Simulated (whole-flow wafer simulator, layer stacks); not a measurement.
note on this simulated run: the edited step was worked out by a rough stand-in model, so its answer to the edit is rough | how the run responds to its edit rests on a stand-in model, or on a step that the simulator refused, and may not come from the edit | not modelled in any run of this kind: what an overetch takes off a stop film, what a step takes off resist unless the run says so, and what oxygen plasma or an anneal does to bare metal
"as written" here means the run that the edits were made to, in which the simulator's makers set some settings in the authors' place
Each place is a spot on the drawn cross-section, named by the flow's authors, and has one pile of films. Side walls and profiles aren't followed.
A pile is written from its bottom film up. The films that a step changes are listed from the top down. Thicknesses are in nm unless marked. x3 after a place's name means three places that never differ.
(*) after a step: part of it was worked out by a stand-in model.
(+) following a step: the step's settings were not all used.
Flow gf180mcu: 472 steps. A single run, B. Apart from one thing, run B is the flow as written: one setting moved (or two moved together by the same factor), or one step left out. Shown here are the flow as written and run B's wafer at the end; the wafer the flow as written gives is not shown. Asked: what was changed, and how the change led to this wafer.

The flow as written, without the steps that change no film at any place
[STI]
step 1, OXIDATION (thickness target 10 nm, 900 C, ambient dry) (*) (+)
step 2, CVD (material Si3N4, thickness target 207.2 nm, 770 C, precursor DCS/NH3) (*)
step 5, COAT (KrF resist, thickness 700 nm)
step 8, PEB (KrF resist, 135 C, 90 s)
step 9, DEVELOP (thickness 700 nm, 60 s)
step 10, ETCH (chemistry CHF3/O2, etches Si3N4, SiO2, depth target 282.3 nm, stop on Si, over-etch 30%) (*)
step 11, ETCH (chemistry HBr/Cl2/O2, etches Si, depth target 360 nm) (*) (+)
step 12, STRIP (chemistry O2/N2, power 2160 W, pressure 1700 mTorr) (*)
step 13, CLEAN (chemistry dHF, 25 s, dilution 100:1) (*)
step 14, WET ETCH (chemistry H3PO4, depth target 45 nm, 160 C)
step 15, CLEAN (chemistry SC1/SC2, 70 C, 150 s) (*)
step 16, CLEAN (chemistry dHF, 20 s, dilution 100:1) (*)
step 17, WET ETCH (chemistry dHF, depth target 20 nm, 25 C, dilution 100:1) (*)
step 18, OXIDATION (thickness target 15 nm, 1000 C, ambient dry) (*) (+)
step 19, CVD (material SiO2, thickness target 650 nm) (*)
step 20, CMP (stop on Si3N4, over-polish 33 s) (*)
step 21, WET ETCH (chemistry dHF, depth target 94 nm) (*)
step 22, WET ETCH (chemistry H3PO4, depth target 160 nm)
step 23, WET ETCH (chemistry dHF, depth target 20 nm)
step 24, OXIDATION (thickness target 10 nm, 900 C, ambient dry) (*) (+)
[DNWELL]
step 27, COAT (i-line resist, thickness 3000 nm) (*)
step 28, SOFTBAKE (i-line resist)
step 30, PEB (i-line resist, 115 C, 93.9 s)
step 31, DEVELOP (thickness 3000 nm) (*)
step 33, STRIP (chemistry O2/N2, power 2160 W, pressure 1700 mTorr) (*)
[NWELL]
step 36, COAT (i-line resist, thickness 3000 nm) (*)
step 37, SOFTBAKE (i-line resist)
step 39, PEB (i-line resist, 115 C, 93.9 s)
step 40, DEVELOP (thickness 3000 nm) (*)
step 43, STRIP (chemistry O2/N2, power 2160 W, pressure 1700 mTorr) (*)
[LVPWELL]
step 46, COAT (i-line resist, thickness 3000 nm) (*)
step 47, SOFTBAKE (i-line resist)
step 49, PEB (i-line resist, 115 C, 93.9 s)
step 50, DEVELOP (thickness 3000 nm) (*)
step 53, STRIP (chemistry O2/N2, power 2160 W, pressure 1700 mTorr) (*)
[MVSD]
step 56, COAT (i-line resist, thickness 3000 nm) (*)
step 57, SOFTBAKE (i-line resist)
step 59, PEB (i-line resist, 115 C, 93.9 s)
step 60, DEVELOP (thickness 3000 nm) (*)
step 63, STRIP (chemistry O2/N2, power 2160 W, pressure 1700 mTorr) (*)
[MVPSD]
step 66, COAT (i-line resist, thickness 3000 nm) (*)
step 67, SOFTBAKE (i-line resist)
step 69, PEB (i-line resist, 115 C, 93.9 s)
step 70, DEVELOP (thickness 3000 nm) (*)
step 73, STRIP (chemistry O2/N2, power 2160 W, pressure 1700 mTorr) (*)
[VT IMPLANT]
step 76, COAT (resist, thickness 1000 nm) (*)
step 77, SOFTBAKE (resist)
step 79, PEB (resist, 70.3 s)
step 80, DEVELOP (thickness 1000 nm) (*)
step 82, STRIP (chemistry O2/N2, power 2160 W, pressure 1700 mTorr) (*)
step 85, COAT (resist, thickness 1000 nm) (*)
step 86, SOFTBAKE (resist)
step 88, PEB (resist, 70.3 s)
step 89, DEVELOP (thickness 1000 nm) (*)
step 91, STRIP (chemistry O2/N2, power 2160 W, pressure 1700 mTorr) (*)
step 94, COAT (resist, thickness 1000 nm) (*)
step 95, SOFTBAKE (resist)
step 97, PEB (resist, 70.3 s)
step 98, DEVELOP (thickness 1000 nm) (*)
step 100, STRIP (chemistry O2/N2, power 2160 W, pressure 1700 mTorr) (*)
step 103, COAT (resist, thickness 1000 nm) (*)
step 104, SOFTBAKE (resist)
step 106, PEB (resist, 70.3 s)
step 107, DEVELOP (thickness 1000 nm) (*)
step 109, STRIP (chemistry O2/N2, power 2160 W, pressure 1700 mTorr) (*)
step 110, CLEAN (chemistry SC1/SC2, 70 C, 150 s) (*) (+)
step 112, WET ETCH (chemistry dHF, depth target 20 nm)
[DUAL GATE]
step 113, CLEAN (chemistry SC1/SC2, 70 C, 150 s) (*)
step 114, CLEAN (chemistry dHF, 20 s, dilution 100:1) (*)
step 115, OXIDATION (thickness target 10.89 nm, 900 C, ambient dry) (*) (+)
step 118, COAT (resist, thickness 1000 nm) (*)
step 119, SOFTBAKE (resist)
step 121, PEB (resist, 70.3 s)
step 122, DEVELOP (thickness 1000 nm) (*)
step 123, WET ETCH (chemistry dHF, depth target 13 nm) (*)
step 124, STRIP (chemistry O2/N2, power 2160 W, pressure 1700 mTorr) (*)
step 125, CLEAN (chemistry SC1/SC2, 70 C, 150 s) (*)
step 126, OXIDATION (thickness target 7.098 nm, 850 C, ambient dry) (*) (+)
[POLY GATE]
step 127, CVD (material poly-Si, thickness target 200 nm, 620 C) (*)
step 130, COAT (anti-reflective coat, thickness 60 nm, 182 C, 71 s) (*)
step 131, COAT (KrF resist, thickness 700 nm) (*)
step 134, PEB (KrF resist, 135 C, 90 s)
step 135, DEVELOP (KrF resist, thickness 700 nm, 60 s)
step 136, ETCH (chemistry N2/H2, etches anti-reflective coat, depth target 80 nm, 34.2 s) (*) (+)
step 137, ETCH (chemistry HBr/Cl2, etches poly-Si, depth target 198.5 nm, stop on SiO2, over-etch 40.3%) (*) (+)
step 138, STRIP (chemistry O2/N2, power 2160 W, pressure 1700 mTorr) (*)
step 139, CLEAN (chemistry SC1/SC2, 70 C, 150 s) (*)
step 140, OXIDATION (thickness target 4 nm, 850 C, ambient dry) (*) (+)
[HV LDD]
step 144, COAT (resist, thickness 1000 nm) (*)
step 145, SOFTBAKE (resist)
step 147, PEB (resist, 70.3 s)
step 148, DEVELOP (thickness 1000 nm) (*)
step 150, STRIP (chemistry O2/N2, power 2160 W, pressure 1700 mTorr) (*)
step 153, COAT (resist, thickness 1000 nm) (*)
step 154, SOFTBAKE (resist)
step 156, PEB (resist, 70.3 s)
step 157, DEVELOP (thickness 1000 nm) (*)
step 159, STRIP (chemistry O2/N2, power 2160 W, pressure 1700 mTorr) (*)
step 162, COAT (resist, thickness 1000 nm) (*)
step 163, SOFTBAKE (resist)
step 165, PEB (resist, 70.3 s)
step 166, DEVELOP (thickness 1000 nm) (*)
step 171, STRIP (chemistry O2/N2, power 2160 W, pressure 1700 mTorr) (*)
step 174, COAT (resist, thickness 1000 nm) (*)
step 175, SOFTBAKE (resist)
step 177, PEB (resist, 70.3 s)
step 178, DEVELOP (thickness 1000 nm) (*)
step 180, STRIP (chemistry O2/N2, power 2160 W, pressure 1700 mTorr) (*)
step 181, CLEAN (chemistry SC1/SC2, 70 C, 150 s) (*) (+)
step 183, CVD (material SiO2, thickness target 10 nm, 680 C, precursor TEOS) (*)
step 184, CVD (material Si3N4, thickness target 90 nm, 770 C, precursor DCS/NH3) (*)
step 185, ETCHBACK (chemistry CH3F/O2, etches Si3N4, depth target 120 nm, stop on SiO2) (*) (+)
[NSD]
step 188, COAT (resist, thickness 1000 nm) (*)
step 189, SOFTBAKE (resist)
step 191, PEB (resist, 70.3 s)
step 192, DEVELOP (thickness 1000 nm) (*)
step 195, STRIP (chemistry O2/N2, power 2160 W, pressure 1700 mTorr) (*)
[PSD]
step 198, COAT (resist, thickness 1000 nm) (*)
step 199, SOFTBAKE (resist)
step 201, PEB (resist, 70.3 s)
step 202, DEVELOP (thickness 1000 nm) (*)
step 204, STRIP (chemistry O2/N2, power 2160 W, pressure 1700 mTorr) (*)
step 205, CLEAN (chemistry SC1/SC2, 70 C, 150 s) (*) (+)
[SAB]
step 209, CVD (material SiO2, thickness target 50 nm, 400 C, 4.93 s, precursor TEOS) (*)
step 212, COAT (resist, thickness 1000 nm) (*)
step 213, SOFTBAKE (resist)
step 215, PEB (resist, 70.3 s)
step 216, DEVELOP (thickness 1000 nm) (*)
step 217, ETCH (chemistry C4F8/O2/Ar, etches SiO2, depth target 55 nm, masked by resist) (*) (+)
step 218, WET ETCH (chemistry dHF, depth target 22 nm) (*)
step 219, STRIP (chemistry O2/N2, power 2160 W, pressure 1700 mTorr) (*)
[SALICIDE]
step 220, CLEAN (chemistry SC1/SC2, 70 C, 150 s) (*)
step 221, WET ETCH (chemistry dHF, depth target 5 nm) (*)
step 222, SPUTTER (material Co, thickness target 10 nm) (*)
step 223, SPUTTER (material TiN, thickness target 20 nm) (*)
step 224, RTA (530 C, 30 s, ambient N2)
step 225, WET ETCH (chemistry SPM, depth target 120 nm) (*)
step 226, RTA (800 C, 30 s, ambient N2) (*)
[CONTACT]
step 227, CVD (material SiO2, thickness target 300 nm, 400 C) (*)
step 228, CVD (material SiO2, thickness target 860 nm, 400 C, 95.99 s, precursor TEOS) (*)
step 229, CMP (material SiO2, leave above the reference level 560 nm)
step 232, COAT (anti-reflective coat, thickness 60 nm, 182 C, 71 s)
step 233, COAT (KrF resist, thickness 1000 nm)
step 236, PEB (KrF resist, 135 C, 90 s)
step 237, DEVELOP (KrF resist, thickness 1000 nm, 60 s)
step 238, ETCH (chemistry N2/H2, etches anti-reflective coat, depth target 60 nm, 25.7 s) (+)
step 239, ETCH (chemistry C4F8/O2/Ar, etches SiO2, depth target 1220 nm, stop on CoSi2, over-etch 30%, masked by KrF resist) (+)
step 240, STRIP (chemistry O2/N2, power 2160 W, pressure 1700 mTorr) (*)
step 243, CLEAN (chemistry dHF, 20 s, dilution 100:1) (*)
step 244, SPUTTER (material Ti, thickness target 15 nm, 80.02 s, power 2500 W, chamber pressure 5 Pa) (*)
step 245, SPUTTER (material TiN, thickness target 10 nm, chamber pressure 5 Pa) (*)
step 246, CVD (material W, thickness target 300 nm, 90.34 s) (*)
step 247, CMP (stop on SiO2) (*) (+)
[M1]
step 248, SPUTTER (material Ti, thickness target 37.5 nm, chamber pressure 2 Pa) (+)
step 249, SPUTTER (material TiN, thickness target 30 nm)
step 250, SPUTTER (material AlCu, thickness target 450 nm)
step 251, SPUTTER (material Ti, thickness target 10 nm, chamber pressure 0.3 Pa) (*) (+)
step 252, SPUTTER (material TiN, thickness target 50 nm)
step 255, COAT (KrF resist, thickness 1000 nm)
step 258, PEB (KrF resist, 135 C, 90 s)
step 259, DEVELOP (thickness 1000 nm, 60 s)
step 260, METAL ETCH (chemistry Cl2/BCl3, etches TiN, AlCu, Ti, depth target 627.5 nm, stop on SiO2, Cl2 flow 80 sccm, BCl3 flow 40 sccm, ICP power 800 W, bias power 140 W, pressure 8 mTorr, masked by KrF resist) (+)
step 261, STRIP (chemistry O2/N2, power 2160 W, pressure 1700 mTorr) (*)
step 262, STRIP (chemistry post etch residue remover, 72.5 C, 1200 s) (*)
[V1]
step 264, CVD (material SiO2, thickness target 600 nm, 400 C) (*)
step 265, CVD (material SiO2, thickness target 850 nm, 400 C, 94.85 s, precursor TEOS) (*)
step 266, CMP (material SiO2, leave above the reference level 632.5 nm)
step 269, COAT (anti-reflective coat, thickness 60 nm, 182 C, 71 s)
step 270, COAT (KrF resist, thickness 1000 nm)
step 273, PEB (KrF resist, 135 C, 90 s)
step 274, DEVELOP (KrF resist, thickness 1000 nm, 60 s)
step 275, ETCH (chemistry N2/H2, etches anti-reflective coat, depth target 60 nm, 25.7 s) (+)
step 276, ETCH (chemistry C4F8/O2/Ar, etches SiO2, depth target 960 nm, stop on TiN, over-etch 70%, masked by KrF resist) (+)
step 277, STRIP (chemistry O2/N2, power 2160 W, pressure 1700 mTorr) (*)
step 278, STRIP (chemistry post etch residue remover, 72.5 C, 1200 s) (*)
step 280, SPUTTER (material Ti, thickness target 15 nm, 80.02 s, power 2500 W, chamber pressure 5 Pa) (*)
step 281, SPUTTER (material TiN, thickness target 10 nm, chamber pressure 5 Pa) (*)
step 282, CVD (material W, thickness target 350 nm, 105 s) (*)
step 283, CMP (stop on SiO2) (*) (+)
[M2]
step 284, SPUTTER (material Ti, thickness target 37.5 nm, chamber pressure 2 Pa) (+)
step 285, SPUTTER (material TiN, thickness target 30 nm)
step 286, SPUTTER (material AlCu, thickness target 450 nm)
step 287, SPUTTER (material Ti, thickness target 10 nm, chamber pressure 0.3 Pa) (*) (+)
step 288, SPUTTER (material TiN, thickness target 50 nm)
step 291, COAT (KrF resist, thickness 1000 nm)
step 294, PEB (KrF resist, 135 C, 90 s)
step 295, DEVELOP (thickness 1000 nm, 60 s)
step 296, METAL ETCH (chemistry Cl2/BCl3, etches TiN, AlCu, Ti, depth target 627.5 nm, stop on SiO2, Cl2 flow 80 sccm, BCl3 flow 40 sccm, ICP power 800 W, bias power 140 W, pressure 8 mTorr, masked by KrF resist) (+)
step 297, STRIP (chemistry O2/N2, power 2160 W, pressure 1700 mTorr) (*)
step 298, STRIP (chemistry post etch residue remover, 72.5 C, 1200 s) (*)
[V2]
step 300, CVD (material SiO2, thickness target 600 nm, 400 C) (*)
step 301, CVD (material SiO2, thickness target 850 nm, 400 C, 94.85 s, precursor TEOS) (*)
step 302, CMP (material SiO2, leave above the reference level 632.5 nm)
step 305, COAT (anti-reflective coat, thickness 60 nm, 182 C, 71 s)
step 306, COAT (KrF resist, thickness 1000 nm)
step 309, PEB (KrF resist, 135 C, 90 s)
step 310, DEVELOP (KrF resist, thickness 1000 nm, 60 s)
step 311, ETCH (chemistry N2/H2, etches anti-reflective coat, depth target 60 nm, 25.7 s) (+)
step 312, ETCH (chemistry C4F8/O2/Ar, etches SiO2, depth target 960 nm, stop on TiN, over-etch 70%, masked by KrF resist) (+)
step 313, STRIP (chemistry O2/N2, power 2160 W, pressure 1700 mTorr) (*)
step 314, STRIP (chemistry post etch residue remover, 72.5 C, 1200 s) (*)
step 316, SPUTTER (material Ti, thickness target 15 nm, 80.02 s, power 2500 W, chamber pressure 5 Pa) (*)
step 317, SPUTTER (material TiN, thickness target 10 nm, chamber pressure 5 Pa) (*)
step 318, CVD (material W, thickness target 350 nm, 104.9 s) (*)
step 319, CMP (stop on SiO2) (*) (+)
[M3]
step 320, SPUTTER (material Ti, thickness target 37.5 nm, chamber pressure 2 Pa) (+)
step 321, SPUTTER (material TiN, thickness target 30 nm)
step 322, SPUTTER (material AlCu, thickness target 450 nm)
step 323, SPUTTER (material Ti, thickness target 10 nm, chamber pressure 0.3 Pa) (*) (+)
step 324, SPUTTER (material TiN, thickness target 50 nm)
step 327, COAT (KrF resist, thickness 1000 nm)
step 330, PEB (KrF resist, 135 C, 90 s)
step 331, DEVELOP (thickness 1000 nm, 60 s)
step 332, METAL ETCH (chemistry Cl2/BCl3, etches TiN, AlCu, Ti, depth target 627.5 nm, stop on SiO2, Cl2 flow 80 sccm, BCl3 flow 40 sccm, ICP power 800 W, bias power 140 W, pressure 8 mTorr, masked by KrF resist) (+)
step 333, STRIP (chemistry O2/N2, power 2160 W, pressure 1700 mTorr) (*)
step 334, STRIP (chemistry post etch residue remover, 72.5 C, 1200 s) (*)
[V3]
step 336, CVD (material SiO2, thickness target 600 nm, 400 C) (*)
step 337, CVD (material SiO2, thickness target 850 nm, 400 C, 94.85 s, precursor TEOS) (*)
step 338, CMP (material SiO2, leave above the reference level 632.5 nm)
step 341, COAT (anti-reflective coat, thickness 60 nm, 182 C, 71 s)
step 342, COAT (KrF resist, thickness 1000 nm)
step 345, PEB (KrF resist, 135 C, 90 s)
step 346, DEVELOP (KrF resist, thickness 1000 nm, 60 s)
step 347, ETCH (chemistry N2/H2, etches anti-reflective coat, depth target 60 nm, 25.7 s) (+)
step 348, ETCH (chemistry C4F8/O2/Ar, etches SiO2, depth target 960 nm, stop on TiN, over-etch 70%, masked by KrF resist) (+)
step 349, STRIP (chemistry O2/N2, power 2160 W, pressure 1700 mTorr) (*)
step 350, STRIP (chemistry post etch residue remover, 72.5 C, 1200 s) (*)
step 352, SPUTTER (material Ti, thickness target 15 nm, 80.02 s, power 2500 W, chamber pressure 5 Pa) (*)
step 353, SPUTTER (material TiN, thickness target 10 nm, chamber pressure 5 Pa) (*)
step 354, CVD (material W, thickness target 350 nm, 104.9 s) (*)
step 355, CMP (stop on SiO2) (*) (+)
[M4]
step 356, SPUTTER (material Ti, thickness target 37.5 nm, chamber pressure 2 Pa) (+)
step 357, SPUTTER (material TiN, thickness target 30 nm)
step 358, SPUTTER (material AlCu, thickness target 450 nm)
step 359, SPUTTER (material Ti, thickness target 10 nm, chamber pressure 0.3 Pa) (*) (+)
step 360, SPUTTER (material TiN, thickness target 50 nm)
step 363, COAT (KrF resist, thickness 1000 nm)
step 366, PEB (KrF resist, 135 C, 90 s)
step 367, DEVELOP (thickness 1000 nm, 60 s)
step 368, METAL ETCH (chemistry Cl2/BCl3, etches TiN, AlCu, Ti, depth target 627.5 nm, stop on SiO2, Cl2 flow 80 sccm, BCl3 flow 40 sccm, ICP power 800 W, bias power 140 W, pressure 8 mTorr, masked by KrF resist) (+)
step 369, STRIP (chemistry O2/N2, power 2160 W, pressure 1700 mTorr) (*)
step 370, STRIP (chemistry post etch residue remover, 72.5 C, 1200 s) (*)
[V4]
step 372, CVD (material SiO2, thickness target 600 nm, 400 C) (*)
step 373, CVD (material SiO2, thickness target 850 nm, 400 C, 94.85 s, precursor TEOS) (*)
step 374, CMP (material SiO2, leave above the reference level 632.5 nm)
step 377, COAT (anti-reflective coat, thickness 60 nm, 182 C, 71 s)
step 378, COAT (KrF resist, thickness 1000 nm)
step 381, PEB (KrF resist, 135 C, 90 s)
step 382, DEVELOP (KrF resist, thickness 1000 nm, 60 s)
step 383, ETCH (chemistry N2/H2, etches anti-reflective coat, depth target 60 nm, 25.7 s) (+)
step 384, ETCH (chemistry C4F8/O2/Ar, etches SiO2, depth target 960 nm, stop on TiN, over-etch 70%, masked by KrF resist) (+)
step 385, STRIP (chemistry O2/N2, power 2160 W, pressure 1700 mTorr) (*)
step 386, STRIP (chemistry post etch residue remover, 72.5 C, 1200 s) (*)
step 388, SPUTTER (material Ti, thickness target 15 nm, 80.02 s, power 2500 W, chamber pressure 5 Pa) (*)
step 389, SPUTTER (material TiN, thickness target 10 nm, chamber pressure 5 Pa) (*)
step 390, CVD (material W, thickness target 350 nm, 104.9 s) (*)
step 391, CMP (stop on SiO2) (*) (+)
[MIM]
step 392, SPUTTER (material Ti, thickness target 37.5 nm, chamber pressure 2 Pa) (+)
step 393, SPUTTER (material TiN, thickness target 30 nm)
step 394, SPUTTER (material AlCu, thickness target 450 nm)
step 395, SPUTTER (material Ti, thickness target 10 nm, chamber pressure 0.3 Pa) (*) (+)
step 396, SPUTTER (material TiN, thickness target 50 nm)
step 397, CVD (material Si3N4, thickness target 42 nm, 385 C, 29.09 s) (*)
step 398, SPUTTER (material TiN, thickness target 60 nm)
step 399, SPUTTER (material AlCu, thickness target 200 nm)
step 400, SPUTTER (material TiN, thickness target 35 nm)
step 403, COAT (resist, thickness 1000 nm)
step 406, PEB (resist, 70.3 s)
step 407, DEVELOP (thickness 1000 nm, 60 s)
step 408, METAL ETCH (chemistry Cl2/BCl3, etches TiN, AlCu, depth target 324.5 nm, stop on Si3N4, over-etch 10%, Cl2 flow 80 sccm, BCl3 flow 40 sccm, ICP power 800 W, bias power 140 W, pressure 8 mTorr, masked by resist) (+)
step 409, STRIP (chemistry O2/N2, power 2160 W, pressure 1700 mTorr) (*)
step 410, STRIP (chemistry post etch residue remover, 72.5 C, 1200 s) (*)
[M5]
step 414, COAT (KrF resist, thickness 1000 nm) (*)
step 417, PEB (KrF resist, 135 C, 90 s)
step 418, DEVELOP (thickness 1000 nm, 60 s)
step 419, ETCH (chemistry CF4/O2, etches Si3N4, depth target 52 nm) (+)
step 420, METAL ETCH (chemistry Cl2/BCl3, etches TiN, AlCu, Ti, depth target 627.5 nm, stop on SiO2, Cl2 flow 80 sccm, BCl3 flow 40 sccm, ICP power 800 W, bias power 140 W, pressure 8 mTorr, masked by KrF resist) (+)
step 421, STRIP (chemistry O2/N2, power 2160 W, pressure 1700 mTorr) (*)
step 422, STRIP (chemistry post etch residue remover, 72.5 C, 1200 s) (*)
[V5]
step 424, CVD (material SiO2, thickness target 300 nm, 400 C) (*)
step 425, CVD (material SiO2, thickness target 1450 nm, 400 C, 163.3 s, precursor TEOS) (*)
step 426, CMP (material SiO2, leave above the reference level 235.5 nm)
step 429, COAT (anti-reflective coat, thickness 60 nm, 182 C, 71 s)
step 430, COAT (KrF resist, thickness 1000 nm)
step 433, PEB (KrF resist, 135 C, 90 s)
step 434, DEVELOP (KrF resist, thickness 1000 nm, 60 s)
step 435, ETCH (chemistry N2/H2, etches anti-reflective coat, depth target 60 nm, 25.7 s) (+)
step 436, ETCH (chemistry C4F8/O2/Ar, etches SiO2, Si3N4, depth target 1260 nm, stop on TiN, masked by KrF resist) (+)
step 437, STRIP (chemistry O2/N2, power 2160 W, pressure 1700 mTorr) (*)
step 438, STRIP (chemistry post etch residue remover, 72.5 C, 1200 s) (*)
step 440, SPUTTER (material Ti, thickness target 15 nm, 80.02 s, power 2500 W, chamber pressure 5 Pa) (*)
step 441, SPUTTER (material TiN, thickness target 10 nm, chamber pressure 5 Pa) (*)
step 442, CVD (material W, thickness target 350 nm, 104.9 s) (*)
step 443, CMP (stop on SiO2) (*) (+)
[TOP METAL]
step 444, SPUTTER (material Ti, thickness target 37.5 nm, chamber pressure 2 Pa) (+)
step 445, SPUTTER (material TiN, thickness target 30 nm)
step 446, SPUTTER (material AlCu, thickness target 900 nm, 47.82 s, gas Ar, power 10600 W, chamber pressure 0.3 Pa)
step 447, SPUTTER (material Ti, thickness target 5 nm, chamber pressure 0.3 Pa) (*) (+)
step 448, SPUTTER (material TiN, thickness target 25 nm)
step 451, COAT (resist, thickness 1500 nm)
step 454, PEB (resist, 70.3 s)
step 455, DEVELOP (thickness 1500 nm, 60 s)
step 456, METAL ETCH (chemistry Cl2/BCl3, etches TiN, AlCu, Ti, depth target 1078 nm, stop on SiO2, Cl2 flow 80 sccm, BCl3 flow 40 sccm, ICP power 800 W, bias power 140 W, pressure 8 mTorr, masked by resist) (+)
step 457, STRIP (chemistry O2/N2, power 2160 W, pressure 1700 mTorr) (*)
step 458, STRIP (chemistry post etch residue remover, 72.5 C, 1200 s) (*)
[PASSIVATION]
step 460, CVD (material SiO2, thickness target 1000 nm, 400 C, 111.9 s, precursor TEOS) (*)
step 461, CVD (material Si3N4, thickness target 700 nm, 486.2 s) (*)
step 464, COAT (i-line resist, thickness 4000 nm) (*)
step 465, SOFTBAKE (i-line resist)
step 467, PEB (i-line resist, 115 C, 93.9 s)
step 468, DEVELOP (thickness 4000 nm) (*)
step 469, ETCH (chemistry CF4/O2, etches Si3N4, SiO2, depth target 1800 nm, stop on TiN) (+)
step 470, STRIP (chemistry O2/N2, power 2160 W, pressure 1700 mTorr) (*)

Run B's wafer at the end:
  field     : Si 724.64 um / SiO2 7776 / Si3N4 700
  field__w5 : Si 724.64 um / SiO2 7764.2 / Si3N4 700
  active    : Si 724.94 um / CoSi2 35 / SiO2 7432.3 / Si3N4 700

What caused this: step 425, CVD: thickness target 689 nm was run, whereas the flow has thickness target 1450 nm; step 425, CVD: 77.56 s was run, where the flow has 163.3 s.

How this came from the change, step by step:
  step 425, CVD (material SiO2, thickness target 1450 nm, 400 C, 163.3 s, precursor TEOS) (*)
      field, field__w1, field__w4 and 100 more: SiO2 gains 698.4 (it would be, as written: SiO2 gains 1450)
      field__w2, field__w3, field__w12 and 6 more: SiO2 gains 685.4 (it would be, as written: SiO2 gains 1421.8)
  step 426, CMP (material SiO2, leave above the reference level 235.5 nm)
      field, field__w1, field__w5 and 92 more: nothing (it would be, as written: SiO2 loses 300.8)
      field__w2, field__w3, field__w12 and 6 more: nothing (it would be, as written: SiO2 loses 272.7)
      (and at 8 other places as well)
  step 429, COAT (anti-reflective coat, thickness 60 nm, 182 C, 71 s)
      field_sub, field_sub__w2, field_sub__w3, ld_gate_n, ld_sd_p, ld_gate_p, ld_body_p_dnw, gate_p_hv: anti-reflective coat gains 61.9 (new film) (it would be, as written: anti-reflective coat gains 60 (new film))
      field_sub__w4, ld_sd_n, ld_acc_p, ld_fp_p, ld_drift_p, ld_drn_p: anti-reflective coat gains 61.8 (new film) (it would be, as written: anti-reflective coat gains 60 (new film))
      (and at 59 other places as well)
  step 430, COAT (KrF resist, thickness 1000 nm)
      field: KrF resist gains 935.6 (new film) (it would be, as written: KrF resist gains 1000 (new film))
      field__w5: KrF resist gains 1025.1 (new film) (it would be, as written: KrF resist gains 1000 (new film))
      (and at 28 other places as well)
  step 433, PEB (KrF resist, 135 C, 90 s)
      field__w7, ppoly_u, npoly_sal: KrF resist loses 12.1 (it would be, as written: KrF resist loses 10.5)
      contact, m1: KrF resist loses 6.14 (it would be, as written: KrF resist loses 10.5)
      (and at 17 other places as well)
  step 434, DEVELOP (KrF resist, thickness 1000 nm, 60 s)
      contact: KrF resist loses 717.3 (all of it) (it would be, as written: KrF resist loses 989.5 (all of it))
  step 435, ETCH (chemistry N2/H2, etches anti-reflective coat, depth target 60 nm, 25.7 s) (+)
      contact: anti-reflective coat loses 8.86 (all of it), SiO2 loses 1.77 (it would be, as written: anti-reflective coat loses 60 (all of it), SiO2 loses 0.46)
  step 437, STRIP (chemistry O2/N2, power 2160 W, pressure 1700 mTorr) (*)
      p_well, sti, spacer, sd_n, pad, dice_street: KrF resist loses 680 (all of it), anti-reflective coat loses 63 (all of it) (it would be, as written: KrF resist loses 679.2 (all of it), anti-reflective coat loses 60 (all of it))
      ld_sd_p, ld_gate_p: KrF resist loses 683.5 (all of it), anti-reflective coat loses 61.9 (all of it) (it would be, as written: KrF resist loses 679.2 (all of it), anti-reflective coat loses 60 (all of it))
      (and at 65 other places as well)
  step 440, SPUTTER (material Ti, thickness target 15 nm, 80.02 s, power 2500 W, chamber pressure 5 Pa) (*)
      field__w2: Ti gains 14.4 (new film) (it would be, as written: Ti gains 15 (new film))
      contact: Ti gains 10.6 (new film) (it would be, as written: Ti gains 8.12 (new film))
  step 441, SPUTTER (material TiN, thickness target 10 nm, chamber pressure 5 Pa) (*)
      contact: TiN gains 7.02 (new film) (it would be, as written: TiN gains 5.38 (new film))
  step 442, CVD (material W, thickness target 350 nm, 104.9 s) (*)
      contact: W gains 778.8 (new film) (it would be, as written: W gains 1233.6 (new film))
  step 443, CMP (stop on SiO2) (*) (+)
      field__w3, field__w12, npoly_sal, ppoly_sal, nw_sep_fld, gate_hv5, gate_p_hv5, sti_nw: W loses 350 (all of it), TiN loses 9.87 (all of it), Ti loses 6.14 (it would be, as written: W loses 350 (all of it), TiN loses 10 (all of it), Ti loses 15 (all of it), SiO2 loses 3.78)
      field__w2: W loses 350.1 (all of it), TiN loses 9.6 (all of it), Ti loses 5.76 (it would be, as written: W loses 350 (all of it), TiN loses 10 (all of it), Ti loses 15 (all of it), SiO2 loses 3.78)
      (and at 102 other places as well)
  step 444, SPUTTER (material Ti, thickness target 37.5 nm, chamber pressure 2 Pa) (+)
      field__w2, field__w3, field__w12 and 6 more: Ti gains 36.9 (it would be, as written: Ti gains 37.5 (new film))
  step 445, SPUTTER (material TiN, thickness target 30 nm)
      field__w2, field__w3, field__w12 and 6 more: TiN gains 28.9 (new film) (it would be, as written: TiN gains 30 (new film))
  step 446, SPUTTER (material AlCu, thickness target 900 nm, 47.82 s, gas Ar, power 10600 W, chamber pressure 0.3 Pa)
      field__w2, field__w3, field__w12 and 6 more: AlCu gains 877 (new film) (it would be, as written: AlCu gains 900 (new film))
  step 447, SPUTTER (material Ti, thickness target 5 nm, chamber pressure 0.3 Pa) (*) (+)
      field__w2: Ti gains 4 (new film) (it would be, as written: Ti gains 5 (new film))
  ... another 10 steps ...
  step 470, STRIP (chemistry O2/N2, power 2160 W, pressure 1700 mTorr) (*)
      field__w8, m1__w1: i-line resist loses 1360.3 (all of it) (it would be, as written: i-line resist loses 1775.9 (all of it))
      m1: i-line resist loses 1377.7 (all of it) (it would be, as written: i-line resist loses 1798.9 (all of it))
      (and at 3 other places as well)
